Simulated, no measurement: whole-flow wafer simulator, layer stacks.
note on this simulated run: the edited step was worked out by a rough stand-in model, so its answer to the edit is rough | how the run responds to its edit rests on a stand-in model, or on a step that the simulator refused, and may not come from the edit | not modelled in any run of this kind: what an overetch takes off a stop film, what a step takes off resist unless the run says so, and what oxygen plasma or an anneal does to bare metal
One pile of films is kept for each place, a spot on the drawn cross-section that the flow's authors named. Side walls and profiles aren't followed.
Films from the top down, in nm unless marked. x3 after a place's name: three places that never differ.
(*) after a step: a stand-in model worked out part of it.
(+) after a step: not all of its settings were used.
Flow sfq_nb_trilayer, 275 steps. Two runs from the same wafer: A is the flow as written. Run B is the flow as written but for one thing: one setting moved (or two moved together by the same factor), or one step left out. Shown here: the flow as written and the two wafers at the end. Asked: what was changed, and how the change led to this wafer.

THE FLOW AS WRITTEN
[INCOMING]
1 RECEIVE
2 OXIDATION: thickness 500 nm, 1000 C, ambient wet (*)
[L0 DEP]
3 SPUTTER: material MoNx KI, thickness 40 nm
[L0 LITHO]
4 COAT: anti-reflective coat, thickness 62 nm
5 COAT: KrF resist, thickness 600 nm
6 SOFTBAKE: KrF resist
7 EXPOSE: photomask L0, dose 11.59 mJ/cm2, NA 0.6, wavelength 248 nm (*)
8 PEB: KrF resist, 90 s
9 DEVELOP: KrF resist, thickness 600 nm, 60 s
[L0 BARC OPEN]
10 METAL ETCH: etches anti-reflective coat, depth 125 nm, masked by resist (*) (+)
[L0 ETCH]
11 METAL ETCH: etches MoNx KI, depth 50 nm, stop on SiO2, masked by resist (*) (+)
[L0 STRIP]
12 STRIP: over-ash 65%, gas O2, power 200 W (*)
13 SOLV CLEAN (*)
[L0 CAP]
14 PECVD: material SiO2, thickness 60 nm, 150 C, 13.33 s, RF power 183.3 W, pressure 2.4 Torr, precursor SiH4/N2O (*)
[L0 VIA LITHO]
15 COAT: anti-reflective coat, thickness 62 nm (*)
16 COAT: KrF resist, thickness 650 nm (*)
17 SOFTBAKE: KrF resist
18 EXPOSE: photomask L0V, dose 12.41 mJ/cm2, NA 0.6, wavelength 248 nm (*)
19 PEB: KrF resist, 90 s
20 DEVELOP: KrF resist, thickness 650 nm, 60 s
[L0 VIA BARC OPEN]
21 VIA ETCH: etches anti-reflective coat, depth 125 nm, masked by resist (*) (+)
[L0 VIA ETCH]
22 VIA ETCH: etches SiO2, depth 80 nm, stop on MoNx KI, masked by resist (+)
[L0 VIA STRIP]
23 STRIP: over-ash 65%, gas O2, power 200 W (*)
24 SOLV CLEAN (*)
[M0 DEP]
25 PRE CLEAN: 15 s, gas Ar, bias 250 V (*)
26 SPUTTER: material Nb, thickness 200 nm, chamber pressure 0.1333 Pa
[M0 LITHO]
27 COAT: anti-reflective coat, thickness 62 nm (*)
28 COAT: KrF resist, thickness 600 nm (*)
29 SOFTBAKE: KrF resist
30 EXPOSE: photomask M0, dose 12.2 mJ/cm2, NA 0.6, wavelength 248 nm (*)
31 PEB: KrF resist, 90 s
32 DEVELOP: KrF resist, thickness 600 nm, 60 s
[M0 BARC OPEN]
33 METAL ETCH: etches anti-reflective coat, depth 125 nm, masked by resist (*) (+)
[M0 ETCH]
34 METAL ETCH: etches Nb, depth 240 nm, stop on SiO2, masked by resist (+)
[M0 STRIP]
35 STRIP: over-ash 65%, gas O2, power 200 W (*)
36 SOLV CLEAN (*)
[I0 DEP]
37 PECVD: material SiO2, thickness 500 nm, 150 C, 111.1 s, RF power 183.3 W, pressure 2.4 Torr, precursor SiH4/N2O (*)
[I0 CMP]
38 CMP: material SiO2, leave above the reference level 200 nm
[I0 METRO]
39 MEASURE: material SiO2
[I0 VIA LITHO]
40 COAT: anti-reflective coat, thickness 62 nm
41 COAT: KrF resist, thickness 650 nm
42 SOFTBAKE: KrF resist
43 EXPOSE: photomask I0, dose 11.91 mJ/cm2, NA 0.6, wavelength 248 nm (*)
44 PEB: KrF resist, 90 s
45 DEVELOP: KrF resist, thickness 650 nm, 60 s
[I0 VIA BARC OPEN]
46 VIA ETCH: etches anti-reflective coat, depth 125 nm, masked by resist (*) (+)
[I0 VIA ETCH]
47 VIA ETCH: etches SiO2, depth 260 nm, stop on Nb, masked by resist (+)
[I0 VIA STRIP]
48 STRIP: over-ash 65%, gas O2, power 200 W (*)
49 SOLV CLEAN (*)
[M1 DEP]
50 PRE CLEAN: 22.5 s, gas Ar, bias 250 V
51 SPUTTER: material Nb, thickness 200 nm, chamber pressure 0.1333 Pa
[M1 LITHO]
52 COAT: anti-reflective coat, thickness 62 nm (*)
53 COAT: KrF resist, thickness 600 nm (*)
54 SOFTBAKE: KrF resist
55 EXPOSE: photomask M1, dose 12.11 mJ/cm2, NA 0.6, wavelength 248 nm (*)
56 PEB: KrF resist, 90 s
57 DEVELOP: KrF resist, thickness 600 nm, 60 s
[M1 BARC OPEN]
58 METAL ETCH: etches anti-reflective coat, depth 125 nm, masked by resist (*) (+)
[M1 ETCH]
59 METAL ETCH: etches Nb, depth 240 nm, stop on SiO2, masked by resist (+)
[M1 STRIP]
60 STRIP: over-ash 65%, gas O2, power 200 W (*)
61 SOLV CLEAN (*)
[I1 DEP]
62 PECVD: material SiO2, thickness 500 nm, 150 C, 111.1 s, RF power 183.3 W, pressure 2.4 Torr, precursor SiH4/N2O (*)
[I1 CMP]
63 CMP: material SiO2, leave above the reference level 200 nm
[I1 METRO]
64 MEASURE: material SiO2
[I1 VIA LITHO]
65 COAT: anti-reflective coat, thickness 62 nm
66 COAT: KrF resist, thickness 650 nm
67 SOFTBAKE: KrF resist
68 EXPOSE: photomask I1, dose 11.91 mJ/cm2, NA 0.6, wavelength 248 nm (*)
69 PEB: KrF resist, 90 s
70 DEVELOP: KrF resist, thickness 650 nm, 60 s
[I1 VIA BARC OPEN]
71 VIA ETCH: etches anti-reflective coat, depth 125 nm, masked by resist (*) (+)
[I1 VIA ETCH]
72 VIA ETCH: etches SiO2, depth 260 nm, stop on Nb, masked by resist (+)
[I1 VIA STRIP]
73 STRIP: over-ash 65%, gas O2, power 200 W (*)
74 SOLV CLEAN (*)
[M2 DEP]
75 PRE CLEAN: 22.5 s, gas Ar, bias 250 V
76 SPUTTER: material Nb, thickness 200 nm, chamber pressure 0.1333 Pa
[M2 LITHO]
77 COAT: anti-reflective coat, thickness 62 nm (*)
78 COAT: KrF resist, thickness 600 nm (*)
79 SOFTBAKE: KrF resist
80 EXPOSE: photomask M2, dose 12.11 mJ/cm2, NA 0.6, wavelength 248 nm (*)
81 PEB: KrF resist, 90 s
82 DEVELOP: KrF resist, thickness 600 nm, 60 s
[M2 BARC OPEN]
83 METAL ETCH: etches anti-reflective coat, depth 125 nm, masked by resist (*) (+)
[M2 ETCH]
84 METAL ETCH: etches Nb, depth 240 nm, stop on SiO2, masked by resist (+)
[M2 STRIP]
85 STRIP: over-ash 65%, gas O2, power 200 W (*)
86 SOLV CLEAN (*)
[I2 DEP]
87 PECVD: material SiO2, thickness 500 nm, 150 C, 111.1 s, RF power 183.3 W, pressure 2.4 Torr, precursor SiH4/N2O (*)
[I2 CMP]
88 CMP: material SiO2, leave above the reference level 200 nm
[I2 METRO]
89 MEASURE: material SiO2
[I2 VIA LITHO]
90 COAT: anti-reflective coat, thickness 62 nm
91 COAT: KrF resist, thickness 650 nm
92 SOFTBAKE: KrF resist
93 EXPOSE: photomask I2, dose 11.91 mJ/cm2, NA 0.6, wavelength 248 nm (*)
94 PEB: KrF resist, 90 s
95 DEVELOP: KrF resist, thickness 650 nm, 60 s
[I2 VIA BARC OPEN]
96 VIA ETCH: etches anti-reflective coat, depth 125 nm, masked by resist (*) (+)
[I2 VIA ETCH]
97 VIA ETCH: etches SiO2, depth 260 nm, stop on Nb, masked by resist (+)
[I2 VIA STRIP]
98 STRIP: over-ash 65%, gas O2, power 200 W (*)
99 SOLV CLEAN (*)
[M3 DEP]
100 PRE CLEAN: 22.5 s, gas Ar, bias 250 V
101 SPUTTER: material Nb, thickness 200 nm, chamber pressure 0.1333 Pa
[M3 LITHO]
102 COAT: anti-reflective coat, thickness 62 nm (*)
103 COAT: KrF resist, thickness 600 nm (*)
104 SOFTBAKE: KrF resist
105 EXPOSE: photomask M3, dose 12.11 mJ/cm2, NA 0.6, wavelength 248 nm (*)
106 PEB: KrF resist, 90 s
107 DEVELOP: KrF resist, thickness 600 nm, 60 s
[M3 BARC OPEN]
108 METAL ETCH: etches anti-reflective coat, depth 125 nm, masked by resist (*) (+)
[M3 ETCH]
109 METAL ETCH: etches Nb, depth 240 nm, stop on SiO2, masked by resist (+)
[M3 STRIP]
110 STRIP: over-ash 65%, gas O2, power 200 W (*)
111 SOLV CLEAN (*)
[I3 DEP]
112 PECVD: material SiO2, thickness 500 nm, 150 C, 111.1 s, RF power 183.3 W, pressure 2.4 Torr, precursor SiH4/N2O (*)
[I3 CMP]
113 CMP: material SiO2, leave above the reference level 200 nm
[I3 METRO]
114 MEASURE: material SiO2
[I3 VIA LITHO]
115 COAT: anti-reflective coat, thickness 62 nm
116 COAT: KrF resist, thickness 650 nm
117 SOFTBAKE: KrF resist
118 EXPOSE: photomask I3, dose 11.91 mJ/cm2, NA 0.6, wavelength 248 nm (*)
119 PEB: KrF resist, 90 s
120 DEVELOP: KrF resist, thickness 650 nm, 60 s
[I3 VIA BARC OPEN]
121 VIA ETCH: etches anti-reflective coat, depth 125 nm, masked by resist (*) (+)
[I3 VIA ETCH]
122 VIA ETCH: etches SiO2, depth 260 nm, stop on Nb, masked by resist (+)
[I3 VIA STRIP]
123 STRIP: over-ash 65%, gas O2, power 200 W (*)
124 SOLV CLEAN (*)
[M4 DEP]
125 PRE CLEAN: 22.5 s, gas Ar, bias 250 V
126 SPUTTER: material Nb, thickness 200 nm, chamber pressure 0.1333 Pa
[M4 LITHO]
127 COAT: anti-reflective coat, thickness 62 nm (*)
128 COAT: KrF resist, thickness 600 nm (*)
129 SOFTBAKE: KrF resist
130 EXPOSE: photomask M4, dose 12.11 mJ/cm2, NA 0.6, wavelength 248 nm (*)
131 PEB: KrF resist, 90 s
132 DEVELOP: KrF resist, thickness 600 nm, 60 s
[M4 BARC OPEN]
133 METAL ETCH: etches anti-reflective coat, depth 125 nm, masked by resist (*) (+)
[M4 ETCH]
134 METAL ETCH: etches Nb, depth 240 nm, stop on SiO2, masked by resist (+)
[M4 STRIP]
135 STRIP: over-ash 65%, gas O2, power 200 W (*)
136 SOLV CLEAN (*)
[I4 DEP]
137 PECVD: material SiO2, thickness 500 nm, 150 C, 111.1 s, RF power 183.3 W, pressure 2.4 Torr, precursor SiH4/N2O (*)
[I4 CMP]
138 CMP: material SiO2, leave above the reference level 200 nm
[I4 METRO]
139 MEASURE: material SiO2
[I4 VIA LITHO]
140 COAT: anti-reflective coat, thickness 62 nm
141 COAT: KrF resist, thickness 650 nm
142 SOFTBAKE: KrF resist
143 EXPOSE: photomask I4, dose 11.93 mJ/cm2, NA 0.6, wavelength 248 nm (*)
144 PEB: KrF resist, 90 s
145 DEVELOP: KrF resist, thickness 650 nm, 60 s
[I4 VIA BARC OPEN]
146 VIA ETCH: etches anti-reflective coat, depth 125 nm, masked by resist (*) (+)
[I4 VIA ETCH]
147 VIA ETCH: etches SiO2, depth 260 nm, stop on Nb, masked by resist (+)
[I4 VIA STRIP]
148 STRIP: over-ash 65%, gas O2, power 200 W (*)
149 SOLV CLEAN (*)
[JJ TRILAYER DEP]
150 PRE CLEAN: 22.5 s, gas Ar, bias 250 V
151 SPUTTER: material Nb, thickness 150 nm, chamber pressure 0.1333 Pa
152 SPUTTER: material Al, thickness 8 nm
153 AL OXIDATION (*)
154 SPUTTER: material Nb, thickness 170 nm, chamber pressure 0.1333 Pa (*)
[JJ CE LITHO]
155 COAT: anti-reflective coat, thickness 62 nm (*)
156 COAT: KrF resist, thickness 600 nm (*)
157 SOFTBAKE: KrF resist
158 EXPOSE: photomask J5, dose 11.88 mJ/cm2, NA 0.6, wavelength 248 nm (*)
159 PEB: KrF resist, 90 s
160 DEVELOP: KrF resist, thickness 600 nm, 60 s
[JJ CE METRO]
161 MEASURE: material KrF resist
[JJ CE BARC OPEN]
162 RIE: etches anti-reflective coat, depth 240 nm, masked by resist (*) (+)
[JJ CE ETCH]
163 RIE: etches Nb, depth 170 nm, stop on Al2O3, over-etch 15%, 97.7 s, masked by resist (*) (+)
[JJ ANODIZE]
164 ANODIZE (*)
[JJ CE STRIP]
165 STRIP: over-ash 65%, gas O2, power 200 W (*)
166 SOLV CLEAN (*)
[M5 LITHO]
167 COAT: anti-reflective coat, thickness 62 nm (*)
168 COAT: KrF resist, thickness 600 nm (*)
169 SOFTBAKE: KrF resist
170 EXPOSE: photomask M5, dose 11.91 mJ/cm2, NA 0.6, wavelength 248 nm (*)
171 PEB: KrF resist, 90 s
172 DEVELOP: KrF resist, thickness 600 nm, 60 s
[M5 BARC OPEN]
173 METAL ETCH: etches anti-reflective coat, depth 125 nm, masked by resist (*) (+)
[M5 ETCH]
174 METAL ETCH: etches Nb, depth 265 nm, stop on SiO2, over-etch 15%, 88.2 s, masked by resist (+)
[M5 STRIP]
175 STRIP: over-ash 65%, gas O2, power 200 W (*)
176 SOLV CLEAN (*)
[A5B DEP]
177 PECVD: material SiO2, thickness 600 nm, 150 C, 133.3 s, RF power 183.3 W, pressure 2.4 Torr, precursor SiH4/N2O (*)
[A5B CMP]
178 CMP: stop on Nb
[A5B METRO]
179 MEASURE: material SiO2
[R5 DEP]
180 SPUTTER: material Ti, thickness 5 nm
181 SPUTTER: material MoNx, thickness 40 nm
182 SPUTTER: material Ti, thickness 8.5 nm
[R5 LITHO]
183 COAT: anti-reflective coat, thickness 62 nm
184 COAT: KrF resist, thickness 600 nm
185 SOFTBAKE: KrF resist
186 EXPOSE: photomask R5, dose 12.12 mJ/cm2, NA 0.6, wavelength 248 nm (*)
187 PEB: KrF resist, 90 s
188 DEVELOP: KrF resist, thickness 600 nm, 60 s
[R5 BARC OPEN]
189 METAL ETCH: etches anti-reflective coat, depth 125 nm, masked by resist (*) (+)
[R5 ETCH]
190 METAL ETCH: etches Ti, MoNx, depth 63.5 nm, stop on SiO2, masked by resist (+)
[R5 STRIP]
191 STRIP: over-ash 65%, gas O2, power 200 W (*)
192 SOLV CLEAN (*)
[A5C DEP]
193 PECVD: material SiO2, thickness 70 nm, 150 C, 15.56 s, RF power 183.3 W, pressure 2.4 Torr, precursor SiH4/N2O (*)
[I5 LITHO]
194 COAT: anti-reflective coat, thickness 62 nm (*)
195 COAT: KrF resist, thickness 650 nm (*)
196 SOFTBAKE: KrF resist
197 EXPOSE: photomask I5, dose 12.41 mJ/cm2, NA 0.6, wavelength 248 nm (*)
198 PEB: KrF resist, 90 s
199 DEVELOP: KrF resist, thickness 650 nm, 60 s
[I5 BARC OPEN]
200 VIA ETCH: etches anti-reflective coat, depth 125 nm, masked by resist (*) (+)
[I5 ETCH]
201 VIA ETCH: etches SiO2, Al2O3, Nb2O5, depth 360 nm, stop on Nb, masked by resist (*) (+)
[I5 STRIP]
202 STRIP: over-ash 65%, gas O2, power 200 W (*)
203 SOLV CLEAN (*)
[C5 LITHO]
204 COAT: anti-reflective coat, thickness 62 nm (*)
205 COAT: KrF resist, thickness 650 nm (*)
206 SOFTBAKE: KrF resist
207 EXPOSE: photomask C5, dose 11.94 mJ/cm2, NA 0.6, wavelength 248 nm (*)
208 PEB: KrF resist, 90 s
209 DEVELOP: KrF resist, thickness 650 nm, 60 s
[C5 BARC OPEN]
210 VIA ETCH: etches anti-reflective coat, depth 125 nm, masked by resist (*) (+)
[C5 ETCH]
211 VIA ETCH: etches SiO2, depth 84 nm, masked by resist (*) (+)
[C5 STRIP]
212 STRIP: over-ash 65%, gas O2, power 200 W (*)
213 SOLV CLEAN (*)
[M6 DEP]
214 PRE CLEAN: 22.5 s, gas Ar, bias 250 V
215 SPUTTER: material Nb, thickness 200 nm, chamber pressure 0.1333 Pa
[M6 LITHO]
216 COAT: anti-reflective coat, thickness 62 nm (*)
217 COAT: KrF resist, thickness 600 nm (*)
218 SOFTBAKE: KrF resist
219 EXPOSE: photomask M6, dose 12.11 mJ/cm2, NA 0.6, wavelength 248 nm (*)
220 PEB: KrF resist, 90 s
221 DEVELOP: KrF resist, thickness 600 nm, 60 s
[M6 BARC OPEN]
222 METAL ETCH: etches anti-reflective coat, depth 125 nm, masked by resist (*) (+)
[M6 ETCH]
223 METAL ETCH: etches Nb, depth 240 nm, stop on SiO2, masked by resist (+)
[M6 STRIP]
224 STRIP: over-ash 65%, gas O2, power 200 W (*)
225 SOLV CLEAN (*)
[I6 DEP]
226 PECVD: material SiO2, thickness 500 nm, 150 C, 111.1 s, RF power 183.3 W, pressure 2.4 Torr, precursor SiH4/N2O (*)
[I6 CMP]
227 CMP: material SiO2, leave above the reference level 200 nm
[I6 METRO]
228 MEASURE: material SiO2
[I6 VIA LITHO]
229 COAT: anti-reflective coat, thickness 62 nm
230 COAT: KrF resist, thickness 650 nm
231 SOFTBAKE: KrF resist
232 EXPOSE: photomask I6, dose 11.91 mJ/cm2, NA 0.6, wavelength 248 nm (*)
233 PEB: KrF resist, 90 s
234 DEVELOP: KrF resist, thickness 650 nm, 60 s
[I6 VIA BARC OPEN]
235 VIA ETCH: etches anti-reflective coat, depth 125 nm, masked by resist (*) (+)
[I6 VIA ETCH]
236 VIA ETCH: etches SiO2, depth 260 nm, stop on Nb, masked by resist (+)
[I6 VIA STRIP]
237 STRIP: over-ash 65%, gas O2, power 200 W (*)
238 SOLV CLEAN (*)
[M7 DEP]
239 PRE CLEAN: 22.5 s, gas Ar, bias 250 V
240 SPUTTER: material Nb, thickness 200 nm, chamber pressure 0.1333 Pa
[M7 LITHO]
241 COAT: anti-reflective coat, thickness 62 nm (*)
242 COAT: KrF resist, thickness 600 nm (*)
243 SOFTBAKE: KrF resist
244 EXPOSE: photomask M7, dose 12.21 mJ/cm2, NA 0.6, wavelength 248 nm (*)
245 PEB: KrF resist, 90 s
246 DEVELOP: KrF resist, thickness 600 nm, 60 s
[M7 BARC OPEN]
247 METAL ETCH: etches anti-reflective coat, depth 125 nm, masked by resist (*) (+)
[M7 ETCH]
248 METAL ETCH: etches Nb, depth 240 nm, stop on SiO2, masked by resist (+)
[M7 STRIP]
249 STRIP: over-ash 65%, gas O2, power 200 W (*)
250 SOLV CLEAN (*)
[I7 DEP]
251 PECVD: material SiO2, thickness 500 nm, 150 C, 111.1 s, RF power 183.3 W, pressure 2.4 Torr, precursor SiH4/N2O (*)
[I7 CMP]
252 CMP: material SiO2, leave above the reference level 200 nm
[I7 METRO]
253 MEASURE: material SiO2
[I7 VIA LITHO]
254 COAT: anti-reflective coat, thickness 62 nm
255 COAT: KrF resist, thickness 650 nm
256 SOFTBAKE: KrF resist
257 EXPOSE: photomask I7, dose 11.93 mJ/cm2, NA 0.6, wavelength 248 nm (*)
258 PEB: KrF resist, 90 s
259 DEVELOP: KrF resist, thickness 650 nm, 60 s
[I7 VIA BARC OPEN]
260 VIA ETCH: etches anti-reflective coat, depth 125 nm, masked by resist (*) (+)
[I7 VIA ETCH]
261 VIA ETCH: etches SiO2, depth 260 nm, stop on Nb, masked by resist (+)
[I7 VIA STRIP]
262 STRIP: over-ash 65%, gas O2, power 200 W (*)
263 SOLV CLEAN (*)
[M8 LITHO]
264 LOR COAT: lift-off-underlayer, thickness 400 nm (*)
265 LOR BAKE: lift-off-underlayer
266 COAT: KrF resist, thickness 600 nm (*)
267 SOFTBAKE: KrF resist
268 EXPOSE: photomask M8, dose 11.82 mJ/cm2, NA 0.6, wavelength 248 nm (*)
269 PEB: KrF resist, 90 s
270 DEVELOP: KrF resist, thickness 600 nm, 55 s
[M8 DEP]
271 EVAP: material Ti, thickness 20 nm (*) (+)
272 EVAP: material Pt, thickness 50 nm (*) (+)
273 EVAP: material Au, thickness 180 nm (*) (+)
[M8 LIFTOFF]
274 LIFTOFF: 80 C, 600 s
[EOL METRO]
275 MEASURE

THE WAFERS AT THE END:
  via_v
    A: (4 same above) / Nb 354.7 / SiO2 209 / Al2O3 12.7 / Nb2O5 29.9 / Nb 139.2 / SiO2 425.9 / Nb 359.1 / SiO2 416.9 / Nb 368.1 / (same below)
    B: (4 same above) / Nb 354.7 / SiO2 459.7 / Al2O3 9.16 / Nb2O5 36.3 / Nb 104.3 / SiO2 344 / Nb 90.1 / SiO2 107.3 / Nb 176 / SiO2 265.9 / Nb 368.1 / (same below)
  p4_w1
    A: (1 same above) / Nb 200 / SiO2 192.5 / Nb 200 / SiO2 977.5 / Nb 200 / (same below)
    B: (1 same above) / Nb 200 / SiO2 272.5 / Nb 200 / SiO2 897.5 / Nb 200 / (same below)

The cause: step 87, PECVD: thickness 320 nm was run, where the flow has thickness 500 nm; step 87, PECVD: 71.11 s was run, where the flow has 111.1 s.

How the change led to this, step by step:
  87 PECVD: material SiO2, thickness 500 nm, 150 C, 111.1 s, RF power 183.3 W, pressure 2.4 Torr, precursor SiH4/N2O (*)
      field_l, be, be_sur and 81 more: A SiO2 +500 | B SiO2 +320
      v_sur, via_wl, via_w and 18 more: A SiO2 +500 (new film) | B SiO2 +320 (new film)
      (and at 1 more place)
  88 CMP: material SiO2, leave above the reference level 200 nm
      field_l, be, be_sur and 81 more: A SiO2 -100 | B nothing
      via_v: A SiO2 -181.6 | B nothing
      (and at 21 more places)
  90 COAT: anti-reflective coat, thickness 62 nm
      m0r_line_l, m0r_line_r, m6r_line_l, m6r_line_r, m7r_line_l, m7r_line_r: A anti-reflective coat +62 (new film) | B anti-reflective coat +63.6 (new film)
      wl_a_m6, wl_a_sr, wl_b_sl, wl_b_m5: A anti-reflective coat +62 (new film) | B anti-reflective coat +60.1 (new film)
      (and at 60 more places)
  91 COAT: KrF resist, thickness 650 nm
      m0r_line_l, m0r_line_r, m6r_line_l, m6r_line_r, m7r_line_l, m7r_line_r: A KrF resist +650 (new film) | B KrF resist +665.7 (new film)
      m5r_linepad_l, m5r_linepad_r: A KrF resist +650 (new film) | B KrF resist +633 (new film)
      (and at 25 more places)
  95 DEVELOP: KrF resist, thickness 650 nm, 60 s
      via_w: A KrF resist -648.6 (all of it) | B KrF resist -619.4 (all of it)
  96 VIA ETCH: etches anti-reflective coat, depth 125 nm, masked by resist (*) (+)
      field_l, v_sur, via_wl and 102 more: A KrF resist -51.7 | B KrF resist -46.2
      via_w: A anti-reflective coat -62 (all of it), SiO2 -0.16 | B anti-reflective coat -55.4 (all of it), SiO2 -0.14
  98 STRIP: over-ash 65%, gas O2, power 200 W (*)
      m0r_line_l, m6r_line_l, m7r_line_l: A KrF resist -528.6 (all of it), anti-reflective coat -62 (all of it) | B KrF resist -549.8 (all of it), anti-reflective coat -63.6 (all of it)
      m0r_space_l, m6r_space_l, m7r_space_l: A KrF resist -528.6 (all of it), anti-reflective coat -62 (all of it) | B KrF resist -543.2 (all of it), anti-reflective coat -73.4 (all of it)
      (and at 69 more places)
  101 SPUTTER: material Nb, thickness 200 nm, chamber pressure 0.1333 Pa
      via_v: A Nb +200 (new film) | B Nb +176 (new film)
  102 COAT: anti-reflective coat, thickness 62 nm (*)
      m0r_line_l, m0r_line_r, m6r_line_l, m6r_line_r, m7r_line_l, m7r_line_r: A anti-reflective coat +62 (new film) | B anti-reflective coat +63.6 (new film)
      m0r_space_l, m0r_space_r, m6r_space_l, m6r_space_r, m7r_space_l, m7r_space_r: A anti-reflective coat +62 (new film) | B anti-reflective coat +71.2 (new film)
      (and at 55 more places)
  103 COAT: KrF resist, thickness 600 nm (*)
      m0r_line_l, m0r_line_r, m6r_line_l, m6r_line_r, m7r_line_l, m7r_line_r: A KrF resist +600 (new film) | B KrF resist +613.9 (new film)
      m5r_linepad_l, m5r_linepad_r: A KrF resist +600 (new film) | B KrF resist +582.8 (new film)
      (and at 27 more places)
  107 DEVELOP: KrF resist, thickness 600 nm, 60 s
      m0r_line_l, m0r_line_r, m6r_line_l, m6r_line_r, m7r_line_l, m7r_line_r: A KrF resist -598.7 (all of it) | B KrF resist -612.6 (all of it)
      m5r_linepad_l, m5r_linepad_r: A KrF resist -598.7 (all of it) | B KrF resist -581.6 (all of it)
      (and at 14 more places)
  108 METAL ETCH: etches anti-reflective coat, depth 125 nm, masked by resist (*) (+)
      v_sur, via_wl, via_w and 28 more: A KrF resist -51.7 | B KrF resist -55.7
      m0r_line_l, m0r_line_r, m6r_line_l, m6r_line_r, m7r_line_l, m7r_line_r: A anti-reflective coat -62 (all of it) | B anti-reflective coat -63.6 (all of it)
      (and at 39 more places)
  110 STRIP: over-ash 65%, gas O2, power 200 W (*)
      wl_a_sl, wl_b_sr: A KrF resist -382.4 (all of it), anti-reflective coat -62 (all of it) | B KrF resist -369.5 (all of it), anti-reflective coat -59.9 (all of it)
      wl_a_m6, wl_b_m5: A KrF resist -382.4 (all of it), anti-reflective coat -62 (all of it) | B KrF resist -370 (all of it), anti-reflective coat -60 (all of it)
      (and at 18 more places)
  112 PECVD: material SiO2, thickness 500 nm, 150 C, 111.1 s, RF power 183.3 W, pressure 2.4 Torr, precursor SiH4/N2O (*)
      via_v: A SiO2 +500 (new film) | B SiO2 +532.1 (new film)
  113 CMP: material SiO2, leave above the reference level 200 nm
      field_l, be, be_sur and 64 more: A SiO2 -100 | B SiO2 -20
      p4_w1, p4_w2, p4_w3 and 6 more: A SiO2 -300 | B SiO2 -220
      (and at 9 more places)
  122 VIA ETCH: etches SiO2, depth 260 nm, stop on Nb, masked by resist (+)
      via_v: A SiO2 -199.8 (all of it) | B SiO2 -260
  ... 24 more steps ...
  178 CMP: stop on Nb
      via_v: A SiO2 -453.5 | B SiO2 -340.8
Counting metal films that touch as one body, via_v has 7 bodies (between them, from the top down: SiO2 437.8; SiO2 459.7 / Al2O3 9.16 / Nb2O5 36.3; SiO2 344; SiO2 107.3; SiO2 265.9; SiO2 192.5); the flow as written gives 6 bodies (between them, from the top down: SiO2 437.8; SiO2 209 / Al2O3 12.7 / Nb2O5 29.9; SiO2 425.9; SiO2 416.9; SiO2 192.5).
